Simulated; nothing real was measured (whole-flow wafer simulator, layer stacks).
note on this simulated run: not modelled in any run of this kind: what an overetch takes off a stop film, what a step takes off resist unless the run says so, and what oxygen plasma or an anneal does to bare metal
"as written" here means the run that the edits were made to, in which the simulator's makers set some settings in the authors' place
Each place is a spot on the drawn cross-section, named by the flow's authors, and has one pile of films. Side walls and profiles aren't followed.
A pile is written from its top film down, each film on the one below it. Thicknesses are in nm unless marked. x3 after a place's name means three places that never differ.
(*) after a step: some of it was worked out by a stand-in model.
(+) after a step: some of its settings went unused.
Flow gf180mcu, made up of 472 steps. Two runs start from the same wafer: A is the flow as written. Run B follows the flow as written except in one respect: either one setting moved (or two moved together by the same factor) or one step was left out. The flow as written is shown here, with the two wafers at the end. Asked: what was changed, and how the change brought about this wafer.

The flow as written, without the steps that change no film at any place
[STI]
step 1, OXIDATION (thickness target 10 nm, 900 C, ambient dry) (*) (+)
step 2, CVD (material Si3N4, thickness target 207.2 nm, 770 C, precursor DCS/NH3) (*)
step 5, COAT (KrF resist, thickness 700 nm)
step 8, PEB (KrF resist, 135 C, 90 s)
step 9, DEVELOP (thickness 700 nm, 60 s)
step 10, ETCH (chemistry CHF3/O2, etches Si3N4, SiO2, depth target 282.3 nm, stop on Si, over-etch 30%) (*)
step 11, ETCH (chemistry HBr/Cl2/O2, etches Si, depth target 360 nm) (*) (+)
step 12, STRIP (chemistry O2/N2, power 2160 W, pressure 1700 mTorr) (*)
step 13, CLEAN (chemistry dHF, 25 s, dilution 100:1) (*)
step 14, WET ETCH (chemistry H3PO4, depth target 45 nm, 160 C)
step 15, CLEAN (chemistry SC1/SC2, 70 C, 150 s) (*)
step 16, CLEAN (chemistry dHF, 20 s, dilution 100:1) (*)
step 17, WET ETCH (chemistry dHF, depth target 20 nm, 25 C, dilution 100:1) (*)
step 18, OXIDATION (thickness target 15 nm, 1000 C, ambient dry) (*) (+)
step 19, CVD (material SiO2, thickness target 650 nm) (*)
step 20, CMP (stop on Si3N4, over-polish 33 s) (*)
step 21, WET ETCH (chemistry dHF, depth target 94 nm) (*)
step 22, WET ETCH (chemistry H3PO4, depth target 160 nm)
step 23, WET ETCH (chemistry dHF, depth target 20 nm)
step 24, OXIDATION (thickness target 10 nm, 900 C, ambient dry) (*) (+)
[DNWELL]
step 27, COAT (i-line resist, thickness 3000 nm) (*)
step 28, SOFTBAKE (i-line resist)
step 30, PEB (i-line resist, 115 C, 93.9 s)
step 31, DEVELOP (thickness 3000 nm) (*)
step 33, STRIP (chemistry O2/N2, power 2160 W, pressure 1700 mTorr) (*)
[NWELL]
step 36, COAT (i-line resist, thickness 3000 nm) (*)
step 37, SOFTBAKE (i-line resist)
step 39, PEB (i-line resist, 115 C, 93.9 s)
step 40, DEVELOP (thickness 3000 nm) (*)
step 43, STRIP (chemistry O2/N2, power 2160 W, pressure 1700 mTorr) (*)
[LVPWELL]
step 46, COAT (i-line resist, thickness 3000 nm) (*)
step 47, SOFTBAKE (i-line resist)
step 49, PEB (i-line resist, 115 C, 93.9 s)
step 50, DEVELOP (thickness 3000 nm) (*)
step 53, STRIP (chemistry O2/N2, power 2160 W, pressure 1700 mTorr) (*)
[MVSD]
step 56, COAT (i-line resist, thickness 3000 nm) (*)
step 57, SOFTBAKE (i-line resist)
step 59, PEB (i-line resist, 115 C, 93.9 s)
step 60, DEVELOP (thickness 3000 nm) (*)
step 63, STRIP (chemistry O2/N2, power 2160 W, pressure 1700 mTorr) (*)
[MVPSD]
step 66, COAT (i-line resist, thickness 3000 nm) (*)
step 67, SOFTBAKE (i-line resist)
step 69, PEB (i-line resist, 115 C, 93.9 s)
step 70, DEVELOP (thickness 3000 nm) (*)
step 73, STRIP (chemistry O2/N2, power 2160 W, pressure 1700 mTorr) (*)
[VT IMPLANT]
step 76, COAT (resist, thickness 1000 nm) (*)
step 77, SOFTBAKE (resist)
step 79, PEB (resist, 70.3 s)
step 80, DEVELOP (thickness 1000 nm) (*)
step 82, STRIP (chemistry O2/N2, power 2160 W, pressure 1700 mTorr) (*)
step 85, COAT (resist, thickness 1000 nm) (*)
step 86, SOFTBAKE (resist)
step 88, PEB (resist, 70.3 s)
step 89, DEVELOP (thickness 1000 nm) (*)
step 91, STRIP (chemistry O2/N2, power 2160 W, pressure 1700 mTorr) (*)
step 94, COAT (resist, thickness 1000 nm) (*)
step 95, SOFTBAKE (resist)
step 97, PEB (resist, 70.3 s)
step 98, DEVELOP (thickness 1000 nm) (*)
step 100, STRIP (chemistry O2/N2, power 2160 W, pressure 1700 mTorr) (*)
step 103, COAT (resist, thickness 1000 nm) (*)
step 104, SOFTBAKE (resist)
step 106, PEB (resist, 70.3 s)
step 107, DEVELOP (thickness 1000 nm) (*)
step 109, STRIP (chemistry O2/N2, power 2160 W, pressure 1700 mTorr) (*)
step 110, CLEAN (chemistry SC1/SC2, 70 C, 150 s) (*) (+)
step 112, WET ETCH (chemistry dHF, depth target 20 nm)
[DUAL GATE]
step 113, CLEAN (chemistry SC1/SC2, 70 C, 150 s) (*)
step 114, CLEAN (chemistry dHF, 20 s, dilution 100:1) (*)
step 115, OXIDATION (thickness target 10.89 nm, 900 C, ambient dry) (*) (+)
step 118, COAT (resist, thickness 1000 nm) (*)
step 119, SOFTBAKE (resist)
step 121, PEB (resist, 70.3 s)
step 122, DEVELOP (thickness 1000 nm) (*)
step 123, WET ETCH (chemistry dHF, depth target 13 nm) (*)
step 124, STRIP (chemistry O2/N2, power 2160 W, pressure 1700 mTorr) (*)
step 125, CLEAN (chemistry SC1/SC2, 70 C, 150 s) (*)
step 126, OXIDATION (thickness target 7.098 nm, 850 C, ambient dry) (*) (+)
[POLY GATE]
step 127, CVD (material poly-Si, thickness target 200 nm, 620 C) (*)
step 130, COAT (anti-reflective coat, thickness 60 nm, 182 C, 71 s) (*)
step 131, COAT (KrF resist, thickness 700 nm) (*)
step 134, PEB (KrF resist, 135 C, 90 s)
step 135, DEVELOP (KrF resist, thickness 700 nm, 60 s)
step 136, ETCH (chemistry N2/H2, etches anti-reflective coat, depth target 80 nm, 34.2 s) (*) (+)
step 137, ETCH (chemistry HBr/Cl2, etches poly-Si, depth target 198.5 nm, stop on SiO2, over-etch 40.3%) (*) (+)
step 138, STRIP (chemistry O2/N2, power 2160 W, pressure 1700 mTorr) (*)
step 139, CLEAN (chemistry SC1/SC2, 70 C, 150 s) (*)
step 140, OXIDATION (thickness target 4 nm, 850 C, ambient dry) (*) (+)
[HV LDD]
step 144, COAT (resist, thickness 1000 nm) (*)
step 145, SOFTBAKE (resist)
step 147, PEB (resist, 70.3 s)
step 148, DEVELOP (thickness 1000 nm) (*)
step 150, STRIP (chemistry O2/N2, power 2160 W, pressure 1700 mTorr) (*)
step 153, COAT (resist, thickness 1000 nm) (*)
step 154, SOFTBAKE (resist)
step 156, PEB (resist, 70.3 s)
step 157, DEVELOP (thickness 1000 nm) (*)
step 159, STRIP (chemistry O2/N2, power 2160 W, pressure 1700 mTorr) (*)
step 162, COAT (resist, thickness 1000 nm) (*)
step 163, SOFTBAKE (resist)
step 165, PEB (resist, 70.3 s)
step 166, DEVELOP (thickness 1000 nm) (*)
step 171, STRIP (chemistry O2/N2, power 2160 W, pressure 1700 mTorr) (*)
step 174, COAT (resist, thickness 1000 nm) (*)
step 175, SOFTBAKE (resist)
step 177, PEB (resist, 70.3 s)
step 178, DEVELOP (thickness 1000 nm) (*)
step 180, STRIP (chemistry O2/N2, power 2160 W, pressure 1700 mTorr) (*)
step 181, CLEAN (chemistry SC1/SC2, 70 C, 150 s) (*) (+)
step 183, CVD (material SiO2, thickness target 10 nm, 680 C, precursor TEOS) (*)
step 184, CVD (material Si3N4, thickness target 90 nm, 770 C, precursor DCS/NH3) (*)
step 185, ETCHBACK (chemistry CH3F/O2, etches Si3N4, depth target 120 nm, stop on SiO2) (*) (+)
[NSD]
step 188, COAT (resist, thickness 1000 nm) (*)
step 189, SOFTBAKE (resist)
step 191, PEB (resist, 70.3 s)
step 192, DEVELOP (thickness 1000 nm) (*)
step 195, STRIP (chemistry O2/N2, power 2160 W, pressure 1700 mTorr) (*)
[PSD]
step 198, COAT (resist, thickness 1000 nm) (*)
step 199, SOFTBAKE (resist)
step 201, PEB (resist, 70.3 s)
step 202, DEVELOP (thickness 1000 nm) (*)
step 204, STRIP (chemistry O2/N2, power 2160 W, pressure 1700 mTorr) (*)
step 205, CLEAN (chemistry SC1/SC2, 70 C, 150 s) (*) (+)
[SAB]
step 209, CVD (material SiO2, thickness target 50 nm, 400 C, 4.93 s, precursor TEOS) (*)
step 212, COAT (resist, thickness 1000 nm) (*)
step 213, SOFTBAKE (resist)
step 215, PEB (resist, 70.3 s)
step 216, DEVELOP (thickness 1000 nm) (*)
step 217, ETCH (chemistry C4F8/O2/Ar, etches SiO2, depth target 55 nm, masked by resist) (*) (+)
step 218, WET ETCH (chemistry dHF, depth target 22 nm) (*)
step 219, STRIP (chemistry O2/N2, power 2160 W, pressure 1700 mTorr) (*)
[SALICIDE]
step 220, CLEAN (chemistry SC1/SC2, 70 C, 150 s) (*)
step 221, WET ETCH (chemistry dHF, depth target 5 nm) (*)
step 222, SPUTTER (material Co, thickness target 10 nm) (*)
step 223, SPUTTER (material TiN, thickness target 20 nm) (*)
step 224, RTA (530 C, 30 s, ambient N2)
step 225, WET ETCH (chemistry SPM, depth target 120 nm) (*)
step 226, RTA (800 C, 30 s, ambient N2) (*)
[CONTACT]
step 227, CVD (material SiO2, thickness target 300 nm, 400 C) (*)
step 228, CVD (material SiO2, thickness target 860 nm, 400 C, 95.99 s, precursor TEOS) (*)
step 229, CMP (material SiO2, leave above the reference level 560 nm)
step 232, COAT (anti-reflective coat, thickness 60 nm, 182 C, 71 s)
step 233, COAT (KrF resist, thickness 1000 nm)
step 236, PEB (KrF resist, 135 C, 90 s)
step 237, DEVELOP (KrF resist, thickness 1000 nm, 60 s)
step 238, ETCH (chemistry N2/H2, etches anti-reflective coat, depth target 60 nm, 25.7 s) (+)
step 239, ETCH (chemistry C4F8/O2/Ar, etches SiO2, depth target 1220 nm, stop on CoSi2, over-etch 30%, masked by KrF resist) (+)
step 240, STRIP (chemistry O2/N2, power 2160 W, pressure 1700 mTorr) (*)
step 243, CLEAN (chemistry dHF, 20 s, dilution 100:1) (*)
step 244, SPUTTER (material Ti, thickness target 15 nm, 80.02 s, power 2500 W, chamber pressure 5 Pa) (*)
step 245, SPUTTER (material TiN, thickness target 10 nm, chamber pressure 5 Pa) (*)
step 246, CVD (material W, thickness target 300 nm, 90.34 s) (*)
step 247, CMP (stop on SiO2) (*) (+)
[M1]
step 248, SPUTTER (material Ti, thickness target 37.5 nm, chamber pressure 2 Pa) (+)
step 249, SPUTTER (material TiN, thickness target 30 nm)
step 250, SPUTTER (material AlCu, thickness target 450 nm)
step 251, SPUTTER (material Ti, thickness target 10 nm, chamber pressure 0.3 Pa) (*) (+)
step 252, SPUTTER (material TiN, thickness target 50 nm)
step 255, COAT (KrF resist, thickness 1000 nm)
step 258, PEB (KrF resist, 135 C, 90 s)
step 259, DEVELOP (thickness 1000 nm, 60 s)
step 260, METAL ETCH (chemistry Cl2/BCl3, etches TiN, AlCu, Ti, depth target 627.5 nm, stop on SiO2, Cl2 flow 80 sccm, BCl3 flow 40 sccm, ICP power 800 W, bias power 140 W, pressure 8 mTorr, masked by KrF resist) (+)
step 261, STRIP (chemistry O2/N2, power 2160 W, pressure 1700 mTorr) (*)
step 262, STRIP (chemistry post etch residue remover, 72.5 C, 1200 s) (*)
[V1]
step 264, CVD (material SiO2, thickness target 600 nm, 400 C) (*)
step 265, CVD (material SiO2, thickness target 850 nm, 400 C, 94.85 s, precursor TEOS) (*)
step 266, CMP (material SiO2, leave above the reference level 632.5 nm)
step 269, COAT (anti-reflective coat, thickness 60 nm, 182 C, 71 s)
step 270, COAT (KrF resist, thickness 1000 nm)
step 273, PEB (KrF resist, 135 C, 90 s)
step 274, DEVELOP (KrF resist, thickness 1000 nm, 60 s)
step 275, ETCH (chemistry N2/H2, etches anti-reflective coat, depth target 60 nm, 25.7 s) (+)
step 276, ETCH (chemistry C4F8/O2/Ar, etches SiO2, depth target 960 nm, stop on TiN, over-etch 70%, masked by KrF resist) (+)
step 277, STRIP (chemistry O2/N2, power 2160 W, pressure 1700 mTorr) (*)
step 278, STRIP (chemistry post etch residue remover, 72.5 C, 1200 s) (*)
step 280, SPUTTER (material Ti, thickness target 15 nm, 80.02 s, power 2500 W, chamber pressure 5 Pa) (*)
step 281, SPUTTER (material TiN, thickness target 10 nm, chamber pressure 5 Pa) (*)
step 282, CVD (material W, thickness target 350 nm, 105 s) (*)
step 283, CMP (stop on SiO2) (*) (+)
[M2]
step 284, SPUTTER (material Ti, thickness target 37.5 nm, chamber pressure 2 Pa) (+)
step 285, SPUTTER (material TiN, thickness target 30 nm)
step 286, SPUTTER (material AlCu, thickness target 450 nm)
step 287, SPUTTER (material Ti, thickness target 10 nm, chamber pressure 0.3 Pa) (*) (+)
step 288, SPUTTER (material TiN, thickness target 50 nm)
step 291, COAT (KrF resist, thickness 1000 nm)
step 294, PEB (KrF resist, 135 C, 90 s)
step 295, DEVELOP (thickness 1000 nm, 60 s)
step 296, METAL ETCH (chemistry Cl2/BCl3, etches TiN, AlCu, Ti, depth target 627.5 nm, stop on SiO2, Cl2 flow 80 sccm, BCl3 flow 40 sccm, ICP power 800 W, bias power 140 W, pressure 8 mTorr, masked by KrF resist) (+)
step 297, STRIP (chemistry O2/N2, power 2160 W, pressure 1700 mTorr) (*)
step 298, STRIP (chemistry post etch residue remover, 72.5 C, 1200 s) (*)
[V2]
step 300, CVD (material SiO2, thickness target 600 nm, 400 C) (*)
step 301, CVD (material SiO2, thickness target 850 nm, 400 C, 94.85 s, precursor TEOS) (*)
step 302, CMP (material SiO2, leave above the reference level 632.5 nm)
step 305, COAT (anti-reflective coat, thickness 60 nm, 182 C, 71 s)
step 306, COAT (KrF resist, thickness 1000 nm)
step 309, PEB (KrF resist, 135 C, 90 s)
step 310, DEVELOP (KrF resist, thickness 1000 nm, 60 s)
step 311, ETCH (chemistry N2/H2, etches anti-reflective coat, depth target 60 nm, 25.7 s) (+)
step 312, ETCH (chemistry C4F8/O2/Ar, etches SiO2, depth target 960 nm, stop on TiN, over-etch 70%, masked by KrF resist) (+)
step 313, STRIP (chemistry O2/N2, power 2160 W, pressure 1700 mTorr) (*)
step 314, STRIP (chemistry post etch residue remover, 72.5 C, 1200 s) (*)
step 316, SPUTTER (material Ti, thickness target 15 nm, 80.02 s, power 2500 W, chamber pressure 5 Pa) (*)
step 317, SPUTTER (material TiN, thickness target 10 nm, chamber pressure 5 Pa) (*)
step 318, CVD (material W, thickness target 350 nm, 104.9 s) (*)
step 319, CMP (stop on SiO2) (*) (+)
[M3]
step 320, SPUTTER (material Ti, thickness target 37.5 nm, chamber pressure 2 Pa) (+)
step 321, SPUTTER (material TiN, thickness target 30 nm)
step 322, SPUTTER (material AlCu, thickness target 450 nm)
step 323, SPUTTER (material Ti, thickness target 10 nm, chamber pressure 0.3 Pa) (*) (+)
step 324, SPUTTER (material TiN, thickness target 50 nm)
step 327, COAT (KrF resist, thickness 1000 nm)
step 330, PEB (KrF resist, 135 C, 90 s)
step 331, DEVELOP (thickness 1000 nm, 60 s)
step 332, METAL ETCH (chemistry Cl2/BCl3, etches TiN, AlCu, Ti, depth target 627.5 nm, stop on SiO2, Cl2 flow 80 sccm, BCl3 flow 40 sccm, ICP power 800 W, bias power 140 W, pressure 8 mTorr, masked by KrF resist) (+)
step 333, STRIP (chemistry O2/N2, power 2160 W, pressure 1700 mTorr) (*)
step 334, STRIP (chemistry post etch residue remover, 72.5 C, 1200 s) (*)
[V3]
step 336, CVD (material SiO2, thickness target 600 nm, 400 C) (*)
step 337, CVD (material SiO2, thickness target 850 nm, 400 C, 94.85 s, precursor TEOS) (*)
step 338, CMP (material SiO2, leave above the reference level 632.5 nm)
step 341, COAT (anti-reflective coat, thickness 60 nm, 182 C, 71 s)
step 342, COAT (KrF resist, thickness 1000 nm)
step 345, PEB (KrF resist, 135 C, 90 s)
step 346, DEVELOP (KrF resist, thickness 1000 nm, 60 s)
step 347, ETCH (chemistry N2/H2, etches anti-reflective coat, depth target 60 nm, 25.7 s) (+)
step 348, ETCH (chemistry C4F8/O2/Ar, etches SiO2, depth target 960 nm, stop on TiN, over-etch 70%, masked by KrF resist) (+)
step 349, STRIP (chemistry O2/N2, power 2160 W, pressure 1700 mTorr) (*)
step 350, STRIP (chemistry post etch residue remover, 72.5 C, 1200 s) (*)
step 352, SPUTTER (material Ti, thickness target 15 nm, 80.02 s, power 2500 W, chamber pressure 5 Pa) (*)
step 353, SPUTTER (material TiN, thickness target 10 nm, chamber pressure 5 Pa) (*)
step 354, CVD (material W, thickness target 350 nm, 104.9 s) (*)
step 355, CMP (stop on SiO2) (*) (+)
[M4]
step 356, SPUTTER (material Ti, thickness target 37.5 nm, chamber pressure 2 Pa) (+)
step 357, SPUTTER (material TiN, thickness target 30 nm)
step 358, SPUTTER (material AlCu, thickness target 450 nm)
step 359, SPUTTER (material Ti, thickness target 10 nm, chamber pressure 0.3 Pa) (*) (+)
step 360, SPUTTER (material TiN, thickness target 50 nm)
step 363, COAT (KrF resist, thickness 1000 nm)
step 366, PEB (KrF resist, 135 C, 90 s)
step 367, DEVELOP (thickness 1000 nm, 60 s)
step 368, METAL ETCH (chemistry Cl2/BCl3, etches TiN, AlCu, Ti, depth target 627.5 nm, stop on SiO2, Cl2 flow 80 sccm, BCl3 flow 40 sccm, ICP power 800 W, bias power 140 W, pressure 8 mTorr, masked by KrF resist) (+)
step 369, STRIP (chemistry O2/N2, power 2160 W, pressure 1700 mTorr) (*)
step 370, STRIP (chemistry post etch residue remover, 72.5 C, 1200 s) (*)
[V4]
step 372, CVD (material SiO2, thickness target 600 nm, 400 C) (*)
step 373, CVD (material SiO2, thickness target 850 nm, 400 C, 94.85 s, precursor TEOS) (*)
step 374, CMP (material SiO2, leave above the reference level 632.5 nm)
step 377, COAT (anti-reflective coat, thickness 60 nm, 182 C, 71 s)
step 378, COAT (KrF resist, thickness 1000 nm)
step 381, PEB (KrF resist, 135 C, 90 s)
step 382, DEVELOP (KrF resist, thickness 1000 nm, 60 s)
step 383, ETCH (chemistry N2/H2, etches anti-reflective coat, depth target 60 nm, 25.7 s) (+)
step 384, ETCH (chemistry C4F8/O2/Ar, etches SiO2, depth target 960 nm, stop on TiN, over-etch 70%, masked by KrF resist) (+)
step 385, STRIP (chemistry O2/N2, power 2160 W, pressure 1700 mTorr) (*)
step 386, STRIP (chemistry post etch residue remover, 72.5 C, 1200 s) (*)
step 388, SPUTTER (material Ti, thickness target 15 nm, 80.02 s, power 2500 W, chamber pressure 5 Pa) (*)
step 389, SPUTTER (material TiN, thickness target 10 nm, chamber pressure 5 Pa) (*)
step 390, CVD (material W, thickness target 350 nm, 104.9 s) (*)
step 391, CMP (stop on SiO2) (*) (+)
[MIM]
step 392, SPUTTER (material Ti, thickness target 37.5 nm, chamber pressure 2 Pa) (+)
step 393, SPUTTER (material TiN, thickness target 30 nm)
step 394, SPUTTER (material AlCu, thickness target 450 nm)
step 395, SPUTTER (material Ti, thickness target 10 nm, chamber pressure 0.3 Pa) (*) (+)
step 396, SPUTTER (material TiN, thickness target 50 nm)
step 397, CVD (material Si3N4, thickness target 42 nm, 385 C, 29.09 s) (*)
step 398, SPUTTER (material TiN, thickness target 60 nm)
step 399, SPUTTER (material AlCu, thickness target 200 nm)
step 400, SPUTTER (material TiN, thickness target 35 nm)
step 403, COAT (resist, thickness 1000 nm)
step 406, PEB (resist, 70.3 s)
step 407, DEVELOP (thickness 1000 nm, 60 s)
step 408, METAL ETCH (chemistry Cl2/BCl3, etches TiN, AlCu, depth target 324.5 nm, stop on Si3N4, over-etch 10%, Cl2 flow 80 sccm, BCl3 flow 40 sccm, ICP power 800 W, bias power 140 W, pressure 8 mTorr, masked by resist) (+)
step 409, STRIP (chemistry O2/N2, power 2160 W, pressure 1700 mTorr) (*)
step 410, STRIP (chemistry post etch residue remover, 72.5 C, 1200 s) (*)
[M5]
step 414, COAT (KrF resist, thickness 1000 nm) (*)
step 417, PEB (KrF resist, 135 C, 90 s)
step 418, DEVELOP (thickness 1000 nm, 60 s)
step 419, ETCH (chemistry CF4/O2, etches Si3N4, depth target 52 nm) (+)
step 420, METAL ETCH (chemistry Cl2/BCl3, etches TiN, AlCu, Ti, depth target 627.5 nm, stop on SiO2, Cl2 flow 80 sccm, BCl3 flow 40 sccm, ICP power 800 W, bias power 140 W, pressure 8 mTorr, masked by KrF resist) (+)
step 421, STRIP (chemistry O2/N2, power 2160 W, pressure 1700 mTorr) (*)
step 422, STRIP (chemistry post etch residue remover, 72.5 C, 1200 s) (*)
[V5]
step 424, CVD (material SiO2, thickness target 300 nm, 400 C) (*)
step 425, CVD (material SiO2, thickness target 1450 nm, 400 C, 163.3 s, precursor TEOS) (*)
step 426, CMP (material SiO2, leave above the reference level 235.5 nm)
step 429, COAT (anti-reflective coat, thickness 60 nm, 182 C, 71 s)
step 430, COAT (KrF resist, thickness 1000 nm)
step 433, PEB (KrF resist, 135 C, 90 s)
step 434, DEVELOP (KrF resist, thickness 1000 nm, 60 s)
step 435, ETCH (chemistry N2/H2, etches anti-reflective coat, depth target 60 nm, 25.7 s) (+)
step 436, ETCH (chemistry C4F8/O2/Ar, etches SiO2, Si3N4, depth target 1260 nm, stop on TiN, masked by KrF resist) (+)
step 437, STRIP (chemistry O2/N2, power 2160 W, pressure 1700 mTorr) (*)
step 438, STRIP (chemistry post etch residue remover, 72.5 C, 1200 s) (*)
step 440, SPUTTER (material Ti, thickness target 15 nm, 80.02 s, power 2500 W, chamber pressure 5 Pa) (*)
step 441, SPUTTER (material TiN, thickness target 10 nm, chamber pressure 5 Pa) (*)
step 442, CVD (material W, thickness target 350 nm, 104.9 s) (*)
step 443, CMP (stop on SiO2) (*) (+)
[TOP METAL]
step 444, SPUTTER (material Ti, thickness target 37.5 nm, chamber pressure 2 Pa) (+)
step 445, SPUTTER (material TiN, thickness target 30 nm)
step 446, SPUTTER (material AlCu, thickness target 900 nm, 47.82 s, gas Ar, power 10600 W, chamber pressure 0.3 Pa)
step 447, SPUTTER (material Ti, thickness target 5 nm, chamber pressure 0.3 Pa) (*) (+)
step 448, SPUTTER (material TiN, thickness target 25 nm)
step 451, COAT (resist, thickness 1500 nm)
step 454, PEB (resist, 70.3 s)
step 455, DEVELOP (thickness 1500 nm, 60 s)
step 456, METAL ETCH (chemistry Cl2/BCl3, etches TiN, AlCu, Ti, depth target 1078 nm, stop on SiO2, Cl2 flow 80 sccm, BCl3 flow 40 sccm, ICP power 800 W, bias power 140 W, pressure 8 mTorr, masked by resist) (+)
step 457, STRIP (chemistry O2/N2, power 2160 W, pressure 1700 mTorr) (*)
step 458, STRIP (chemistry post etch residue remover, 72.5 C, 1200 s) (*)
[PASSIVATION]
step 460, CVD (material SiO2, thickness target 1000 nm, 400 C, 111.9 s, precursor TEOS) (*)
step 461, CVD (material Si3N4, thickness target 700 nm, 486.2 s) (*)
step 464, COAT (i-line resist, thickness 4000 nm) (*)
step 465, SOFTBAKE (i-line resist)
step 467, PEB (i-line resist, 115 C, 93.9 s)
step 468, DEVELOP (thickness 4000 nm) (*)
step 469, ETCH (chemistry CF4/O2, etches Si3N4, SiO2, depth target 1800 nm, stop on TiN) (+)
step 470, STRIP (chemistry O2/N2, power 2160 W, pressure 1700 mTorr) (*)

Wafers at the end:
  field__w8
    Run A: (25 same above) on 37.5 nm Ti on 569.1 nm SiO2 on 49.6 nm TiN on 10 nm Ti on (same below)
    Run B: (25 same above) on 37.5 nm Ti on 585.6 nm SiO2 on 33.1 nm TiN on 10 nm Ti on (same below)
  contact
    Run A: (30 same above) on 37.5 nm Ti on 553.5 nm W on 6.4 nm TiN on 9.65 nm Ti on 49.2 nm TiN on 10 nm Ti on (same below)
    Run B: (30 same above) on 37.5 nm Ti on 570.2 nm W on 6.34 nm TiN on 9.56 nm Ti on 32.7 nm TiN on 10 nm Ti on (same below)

What caused this: step 288, SPUTTER: thickness target 33.5 nm was run, though the flow has thickness target 50 nm.

How this came from the change, step by step:
  step 288, SPUTTER (material TiN, thickness target 50 nm)
      field, field__w1, field__w2 and 108 more: A TiN gains 50 (new film) | B TiN gains 33.5 (new film)
  step 296, METAL ETCH (chemistry Cl2/BCl3, etches TiN, AlCu, Ti, depth target 627.5 nm, stop on SiO2, Cl2 flow 80 sccm, BCl3 flow 40 sccm, ICP power 800 W, bias power 140 W, pressure 8 mTorr, masked by KrF resist) (+)
      field, field__w1, field__w2 and 103 more: A TiN loses 50 (all of it), Ti loses 10 (all of it), AlCu loses 450 (all of it), TiN loses 30 (all of it), Ti loses 37.5 (all of it) | B TiN loses 33.5 (all of it), Ti loses 10 (all of it), AlCu loses 450 (all of it), TiN loses 30 (all of it), Ti loses 37.5 (all of it)
  step 312, ETCH (chemistry C4F8/O2/Ar, etches SiO2, depth target 960 nm, stop on TiN, over-etch 70%, masked by KrF resist) (+)
      contact: A SiO2 loses 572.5 (all of it) | B SiO2 loses 589 (all of it)
